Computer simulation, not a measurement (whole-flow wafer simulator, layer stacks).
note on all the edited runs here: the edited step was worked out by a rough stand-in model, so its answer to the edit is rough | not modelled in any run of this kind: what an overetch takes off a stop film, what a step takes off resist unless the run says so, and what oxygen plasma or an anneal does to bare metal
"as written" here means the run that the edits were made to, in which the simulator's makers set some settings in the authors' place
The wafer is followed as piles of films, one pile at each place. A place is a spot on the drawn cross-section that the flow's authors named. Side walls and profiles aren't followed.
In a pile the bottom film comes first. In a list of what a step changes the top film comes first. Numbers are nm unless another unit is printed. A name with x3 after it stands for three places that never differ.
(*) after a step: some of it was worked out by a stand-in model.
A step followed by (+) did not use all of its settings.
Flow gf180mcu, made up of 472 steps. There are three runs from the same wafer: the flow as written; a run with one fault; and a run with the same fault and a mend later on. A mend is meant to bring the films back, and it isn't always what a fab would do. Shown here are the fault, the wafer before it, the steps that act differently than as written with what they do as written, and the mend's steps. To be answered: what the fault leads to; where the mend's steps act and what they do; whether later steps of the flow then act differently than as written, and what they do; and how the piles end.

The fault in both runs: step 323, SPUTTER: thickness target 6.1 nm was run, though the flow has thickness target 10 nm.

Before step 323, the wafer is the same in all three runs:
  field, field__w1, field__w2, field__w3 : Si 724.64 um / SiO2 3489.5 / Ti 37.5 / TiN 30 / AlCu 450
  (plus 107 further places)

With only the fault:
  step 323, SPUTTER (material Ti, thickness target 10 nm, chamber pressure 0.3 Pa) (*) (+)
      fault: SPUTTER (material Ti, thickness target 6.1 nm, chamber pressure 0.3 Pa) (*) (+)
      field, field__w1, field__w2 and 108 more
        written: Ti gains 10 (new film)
        fault: Ti gains 6.1 (new film)
  Steps further on in the flow that do not act as written (not shown: 5 more steps that differ only slightly, by at most 2% or 0.5 nm, whichever is larger):
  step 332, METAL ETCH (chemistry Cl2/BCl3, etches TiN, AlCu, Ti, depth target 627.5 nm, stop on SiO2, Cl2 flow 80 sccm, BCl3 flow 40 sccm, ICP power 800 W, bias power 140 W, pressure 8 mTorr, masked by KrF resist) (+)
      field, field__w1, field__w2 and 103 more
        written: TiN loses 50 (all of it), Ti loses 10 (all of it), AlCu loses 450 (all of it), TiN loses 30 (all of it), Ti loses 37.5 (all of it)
        fault: TiN loses 50 (all of it), Ti loses 6.1 (all of it), AlCu loses 450 (all of it), TiN loses 30 (all of it), Ti loses 37.5 (all of it)
  By the end, the piles at field__w8, contact, m1, m1__w1, m1_nw depart from the flow's by more than 2% or 0.5 nm, whichever is larger.
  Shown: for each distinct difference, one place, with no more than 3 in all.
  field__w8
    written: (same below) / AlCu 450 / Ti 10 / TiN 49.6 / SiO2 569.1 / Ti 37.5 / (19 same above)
    fault: (same below) / AlCu 450 / Ti 6.1 / TiN 49.6 / SiO2 573 / Ti 37.5 / (19 same above)
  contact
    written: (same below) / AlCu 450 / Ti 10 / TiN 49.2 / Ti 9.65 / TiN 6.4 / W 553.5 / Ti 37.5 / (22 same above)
    fault: (same below) / AlCu 450 / Ti 6.1 / TiN 49.2 / Ti 9.63 / TiN 6.39 / W 557.4 / Ti 37.5 / (22 same above)

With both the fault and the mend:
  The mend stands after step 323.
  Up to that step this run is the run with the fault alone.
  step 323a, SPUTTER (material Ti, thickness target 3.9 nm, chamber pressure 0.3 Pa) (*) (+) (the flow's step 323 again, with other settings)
      field, field__w1, field__w2 and 108 more
        Ti gains 3.9
  Later steps of the flow that are run all act as written at every place that is followed.
  By the end, the piles equal the flow's at every place that both follow.
